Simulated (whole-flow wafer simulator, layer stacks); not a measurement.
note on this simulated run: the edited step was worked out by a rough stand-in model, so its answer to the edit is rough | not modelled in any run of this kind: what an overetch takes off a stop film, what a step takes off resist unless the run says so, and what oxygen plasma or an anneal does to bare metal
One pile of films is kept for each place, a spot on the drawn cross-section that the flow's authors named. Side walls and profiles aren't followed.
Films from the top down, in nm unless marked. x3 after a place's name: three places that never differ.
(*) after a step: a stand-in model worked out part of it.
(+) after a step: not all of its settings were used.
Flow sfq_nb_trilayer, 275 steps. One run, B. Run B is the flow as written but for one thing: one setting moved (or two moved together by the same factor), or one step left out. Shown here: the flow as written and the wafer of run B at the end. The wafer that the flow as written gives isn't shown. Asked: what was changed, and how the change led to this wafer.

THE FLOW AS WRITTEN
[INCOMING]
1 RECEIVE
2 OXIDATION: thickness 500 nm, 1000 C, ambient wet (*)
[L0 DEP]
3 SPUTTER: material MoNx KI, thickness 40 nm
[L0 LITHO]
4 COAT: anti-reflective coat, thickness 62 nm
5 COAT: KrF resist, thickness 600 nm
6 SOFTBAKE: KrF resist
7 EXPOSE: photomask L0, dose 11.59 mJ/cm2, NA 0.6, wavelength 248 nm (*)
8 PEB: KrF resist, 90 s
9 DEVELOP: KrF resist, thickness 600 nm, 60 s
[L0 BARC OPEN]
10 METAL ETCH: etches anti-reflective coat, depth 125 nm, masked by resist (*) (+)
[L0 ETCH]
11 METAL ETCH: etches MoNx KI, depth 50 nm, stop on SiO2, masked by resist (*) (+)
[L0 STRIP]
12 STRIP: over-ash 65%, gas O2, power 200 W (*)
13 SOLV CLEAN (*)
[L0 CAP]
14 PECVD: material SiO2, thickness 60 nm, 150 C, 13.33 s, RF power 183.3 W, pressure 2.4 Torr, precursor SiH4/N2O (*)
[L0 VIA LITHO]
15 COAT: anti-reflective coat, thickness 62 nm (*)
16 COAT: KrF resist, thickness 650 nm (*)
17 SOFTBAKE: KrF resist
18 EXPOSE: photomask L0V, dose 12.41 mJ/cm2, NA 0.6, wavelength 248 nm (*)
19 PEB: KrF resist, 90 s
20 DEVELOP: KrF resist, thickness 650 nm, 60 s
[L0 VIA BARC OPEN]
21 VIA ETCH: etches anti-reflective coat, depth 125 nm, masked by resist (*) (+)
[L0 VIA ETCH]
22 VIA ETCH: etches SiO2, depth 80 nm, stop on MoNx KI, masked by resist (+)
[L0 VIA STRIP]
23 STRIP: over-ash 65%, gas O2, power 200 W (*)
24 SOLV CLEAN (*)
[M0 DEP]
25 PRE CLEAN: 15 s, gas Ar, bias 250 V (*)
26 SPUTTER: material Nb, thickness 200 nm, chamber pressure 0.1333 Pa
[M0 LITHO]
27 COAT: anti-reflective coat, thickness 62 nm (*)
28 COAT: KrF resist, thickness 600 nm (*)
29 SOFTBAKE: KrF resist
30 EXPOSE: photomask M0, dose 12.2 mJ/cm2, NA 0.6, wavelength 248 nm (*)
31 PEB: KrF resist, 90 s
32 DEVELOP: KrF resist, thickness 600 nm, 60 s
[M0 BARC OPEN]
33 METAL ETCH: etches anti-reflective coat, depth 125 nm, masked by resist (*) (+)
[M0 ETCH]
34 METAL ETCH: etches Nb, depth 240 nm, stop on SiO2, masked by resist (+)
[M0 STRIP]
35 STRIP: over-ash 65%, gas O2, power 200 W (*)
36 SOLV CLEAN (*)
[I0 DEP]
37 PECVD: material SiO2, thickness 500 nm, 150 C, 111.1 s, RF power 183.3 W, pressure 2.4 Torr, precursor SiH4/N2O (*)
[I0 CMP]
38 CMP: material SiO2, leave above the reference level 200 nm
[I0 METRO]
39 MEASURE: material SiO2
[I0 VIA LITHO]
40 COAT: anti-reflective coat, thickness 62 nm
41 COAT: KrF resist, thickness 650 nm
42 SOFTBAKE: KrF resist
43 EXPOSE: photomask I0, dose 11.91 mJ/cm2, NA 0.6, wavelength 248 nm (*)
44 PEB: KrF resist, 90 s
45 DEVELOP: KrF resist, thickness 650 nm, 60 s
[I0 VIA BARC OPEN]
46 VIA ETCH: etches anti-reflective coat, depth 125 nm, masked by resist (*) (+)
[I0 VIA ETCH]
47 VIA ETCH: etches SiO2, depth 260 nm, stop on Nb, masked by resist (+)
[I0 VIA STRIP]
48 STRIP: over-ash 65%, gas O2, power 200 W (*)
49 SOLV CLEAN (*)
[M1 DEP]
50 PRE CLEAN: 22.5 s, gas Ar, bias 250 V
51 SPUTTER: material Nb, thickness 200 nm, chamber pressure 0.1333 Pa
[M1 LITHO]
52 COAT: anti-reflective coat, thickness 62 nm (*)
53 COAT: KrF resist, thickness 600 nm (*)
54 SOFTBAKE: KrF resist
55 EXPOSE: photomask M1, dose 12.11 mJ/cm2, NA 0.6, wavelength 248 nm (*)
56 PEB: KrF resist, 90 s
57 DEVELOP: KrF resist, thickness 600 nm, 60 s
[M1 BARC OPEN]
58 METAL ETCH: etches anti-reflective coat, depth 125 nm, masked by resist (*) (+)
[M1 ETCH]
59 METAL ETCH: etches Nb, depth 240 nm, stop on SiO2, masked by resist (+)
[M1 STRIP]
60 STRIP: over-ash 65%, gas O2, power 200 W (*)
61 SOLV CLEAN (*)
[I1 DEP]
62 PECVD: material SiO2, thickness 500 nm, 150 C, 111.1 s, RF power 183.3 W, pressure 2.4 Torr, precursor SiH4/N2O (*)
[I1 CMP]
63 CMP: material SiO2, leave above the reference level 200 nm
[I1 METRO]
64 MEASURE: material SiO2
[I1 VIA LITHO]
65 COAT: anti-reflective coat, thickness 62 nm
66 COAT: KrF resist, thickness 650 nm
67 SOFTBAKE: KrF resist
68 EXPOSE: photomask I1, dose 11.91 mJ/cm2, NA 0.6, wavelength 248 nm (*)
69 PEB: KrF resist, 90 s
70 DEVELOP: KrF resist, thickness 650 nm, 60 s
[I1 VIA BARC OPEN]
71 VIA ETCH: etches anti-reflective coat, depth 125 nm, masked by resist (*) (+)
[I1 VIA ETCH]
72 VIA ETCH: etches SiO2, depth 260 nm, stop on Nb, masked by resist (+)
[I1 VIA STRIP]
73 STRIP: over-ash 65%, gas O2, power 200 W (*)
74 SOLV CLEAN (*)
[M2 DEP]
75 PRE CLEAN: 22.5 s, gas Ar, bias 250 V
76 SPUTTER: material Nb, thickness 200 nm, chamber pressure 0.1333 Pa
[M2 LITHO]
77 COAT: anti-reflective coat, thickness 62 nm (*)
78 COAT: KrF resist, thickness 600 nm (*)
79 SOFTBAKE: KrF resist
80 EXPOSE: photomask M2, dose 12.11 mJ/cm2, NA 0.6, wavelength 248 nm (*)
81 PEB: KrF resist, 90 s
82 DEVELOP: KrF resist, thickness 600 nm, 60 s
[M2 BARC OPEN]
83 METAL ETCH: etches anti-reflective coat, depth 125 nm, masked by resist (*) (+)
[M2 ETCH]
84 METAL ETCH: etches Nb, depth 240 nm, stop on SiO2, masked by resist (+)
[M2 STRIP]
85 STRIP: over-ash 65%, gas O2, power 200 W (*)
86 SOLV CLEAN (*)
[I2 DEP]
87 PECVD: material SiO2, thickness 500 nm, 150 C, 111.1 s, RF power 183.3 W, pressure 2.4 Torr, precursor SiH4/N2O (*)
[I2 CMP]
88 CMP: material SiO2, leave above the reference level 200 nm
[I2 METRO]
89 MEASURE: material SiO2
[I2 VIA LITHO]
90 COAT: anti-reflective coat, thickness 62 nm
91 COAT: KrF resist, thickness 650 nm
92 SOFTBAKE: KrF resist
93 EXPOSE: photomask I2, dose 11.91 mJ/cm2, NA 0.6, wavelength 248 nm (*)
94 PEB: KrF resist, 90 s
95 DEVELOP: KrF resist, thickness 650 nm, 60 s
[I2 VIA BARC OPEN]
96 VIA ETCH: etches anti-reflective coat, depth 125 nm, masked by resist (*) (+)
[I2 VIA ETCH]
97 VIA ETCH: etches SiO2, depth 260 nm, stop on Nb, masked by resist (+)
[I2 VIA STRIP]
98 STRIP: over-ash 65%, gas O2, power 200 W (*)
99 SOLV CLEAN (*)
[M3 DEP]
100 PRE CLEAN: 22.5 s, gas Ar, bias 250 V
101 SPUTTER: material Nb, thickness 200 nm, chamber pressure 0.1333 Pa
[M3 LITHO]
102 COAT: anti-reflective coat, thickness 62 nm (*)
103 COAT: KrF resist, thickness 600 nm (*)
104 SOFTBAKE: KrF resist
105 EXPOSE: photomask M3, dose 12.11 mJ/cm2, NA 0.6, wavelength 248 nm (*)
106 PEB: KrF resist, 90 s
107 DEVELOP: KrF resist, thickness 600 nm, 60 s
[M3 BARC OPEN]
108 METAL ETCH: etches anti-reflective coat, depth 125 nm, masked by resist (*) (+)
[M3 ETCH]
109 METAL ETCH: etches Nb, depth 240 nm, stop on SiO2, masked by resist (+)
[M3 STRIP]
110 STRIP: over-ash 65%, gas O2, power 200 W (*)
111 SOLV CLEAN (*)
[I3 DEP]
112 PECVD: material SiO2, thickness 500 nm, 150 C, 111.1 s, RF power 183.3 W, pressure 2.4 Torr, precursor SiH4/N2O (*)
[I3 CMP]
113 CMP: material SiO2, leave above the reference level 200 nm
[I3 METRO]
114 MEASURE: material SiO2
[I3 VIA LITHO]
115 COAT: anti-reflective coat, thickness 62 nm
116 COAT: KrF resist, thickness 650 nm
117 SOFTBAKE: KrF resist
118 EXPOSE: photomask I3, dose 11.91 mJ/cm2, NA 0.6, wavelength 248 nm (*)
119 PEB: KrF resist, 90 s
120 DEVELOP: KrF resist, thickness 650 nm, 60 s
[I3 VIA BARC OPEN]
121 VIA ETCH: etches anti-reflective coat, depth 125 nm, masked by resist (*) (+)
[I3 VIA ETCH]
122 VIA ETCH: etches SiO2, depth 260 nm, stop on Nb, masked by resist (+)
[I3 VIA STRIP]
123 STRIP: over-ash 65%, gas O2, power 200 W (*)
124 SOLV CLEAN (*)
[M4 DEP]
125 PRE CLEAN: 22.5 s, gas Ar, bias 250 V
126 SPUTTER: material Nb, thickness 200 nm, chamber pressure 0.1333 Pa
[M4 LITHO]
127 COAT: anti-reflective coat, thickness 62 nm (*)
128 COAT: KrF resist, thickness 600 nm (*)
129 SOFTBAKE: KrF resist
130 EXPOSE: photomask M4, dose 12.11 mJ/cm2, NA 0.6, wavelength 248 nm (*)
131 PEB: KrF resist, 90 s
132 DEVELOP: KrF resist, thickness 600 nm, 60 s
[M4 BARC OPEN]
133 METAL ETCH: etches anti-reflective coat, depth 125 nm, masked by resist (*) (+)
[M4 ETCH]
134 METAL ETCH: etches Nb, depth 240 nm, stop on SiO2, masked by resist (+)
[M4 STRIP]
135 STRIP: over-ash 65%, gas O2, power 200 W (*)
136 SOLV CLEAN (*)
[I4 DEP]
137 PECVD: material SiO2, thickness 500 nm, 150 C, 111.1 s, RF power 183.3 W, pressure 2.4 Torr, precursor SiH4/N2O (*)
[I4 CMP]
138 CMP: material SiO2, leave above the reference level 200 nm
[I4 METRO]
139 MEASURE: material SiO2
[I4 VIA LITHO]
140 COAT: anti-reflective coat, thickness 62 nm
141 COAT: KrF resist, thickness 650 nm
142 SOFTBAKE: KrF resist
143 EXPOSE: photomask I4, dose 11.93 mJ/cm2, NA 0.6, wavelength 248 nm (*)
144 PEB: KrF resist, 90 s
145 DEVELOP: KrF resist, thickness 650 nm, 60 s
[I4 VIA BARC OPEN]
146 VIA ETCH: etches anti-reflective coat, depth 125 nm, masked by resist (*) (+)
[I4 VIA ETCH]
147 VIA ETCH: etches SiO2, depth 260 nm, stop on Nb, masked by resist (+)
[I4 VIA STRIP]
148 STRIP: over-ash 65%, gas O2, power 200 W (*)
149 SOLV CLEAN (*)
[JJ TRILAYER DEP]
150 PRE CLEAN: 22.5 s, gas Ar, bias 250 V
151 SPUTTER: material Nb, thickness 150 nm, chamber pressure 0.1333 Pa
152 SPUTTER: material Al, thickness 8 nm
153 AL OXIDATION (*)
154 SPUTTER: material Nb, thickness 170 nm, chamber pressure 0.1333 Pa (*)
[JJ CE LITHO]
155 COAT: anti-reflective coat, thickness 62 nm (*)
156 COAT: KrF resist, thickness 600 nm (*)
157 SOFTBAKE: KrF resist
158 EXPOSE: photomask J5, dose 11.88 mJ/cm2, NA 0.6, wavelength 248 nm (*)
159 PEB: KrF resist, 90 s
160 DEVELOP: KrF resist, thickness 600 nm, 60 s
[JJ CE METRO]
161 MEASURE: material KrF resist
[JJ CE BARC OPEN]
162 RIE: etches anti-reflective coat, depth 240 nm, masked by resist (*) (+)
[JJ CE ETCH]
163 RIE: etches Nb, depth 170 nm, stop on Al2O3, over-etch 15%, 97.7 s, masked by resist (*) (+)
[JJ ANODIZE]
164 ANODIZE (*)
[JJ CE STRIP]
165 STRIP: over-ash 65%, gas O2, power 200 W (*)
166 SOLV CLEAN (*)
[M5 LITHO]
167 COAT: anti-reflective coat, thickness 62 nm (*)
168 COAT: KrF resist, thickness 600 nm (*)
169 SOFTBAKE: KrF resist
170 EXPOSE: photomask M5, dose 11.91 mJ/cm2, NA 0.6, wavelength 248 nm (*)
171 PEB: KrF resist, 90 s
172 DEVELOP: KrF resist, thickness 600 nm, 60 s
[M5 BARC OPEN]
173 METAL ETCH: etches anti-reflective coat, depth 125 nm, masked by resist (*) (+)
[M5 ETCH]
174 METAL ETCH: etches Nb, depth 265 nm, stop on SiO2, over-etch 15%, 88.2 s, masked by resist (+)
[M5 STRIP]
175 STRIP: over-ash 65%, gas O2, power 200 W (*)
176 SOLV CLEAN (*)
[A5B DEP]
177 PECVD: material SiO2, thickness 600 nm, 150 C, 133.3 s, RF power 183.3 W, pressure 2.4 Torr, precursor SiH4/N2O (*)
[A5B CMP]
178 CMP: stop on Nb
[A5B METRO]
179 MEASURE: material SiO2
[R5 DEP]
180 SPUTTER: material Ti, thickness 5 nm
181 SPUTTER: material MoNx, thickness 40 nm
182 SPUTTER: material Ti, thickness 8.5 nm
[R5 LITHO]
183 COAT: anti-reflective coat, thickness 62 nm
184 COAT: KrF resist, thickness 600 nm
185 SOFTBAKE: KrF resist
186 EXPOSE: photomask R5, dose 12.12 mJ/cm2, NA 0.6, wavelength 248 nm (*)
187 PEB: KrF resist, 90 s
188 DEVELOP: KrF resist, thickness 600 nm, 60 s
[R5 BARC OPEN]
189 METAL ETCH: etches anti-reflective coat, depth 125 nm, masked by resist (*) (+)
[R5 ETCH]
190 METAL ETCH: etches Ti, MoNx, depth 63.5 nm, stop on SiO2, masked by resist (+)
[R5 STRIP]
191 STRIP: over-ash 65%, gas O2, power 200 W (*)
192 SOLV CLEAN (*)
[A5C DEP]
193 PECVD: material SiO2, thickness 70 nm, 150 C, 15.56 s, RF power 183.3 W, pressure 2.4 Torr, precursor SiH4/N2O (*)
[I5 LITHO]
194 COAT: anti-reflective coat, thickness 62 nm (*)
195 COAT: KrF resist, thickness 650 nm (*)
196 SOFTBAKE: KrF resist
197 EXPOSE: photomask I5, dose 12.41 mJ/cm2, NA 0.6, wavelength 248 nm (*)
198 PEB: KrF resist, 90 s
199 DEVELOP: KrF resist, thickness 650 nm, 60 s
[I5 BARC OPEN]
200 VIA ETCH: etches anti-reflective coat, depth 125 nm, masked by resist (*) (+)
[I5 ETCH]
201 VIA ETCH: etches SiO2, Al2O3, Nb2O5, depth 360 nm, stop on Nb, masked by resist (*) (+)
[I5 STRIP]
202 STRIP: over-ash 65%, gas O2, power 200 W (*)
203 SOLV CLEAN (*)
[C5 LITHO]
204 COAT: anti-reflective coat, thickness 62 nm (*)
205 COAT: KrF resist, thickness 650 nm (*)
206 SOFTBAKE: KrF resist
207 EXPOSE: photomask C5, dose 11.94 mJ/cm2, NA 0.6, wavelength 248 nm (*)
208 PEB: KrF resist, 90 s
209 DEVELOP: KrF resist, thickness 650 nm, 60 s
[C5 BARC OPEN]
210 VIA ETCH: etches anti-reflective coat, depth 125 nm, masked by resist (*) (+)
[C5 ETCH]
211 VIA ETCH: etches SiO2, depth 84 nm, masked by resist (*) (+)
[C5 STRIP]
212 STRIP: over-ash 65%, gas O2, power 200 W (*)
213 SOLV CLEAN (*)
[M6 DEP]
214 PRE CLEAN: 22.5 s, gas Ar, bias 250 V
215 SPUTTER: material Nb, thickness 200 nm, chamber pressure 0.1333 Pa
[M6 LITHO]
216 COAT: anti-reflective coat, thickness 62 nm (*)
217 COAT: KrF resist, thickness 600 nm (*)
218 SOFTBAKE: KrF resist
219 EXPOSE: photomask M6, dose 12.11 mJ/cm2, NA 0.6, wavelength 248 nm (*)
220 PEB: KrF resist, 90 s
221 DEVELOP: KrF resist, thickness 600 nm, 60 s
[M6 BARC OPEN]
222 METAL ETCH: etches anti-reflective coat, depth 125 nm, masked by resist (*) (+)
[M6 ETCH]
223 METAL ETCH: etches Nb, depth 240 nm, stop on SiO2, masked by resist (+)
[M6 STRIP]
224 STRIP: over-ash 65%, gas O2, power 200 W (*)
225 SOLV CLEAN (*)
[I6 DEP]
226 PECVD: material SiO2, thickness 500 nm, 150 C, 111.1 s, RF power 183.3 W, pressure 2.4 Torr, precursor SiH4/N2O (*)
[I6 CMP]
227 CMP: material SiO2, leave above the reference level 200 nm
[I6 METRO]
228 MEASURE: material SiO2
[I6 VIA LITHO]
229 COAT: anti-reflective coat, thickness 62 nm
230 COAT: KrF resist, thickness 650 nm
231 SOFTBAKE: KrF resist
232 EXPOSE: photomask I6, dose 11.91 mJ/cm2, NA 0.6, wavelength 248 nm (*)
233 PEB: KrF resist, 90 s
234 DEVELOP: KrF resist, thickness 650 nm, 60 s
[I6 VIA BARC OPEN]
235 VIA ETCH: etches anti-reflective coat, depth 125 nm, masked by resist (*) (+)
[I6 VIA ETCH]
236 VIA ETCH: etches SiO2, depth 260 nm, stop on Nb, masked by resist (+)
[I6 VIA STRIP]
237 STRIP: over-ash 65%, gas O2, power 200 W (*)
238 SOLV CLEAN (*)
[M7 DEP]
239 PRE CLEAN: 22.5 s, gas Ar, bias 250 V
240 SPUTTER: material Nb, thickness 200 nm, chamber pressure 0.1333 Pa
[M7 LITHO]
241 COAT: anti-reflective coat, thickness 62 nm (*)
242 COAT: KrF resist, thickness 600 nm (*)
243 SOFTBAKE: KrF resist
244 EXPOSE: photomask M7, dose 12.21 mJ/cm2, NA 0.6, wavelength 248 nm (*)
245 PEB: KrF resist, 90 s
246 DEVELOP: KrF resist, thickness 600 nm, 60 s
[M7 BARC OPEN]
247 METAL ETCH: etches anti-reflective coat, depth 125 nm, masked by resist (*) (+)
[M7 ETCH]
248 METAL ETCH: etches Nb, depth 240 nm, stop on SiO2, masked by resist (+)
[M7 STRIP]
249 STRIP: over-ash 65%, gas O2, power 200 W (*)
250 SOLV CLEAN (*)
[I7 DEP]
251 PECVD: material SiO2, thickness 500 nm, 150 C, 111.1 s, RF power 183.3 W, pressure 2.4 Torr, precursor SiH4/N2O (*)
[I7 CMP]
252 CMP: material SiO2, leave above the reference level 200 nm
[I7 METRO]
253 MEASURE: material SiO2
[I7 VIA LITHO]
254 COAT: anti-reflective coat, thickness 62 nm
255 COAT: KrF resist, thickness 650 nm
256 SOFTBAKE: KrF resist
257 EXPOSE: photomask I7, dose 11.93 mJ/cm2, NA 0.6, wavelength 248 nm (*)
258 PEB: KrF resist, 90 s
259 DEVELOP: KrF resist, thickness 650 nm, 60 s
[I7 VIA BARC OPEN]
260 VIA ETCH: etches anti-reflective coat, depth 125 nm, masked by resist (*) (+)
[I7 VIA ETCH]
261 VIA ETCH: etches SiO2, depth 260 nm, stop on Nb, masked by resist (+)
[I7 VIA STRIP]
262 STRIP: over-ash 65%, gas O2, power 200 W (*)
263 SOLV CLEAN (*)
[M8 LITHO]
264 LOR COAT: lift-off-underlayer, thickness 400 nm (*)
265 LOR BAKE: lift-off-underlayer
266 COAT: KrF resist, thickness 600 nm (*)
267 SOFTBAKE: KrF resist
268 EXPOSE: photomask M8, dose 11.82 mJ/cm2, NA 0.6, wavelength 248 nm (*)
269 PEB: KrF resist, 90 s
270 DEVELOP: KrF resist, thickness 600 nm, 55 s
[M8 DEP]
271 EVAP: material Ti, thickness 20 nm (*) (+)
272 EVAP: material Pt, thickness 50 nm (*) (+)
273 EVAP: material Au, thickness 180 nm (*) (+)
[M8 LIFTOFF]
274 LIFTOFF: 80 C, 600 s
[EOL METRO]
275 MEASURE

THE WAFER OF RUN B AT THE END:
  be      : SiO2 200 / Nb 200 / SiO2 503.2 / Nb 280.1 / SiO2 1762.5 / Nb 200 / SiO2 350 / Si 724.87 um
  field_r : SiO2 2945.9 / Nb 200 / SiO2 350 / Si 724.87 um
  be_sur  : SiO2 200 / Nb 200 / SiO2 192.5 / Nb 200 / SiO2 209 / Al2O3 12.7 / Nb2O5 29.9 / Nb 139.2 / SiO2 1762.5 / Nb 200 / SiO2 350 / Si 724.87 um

The cause: step 2, OXIDATION: thickness 295 nm was run, where the flow has thickness 500 nm.

How the change led to this, step by step:
  2 OXIDATION: thickness 500 nm, 1000 C, ambient wet (*)
      field_l, v_sur, via_wl and 103 more: SiO2 +295 (new film), chemical SiO2 -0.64 (all of it), Si -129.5 (as written it would be: SiO2 +500 (new film), chemical SiO2 -0.64 (all of it), Si -219.7)
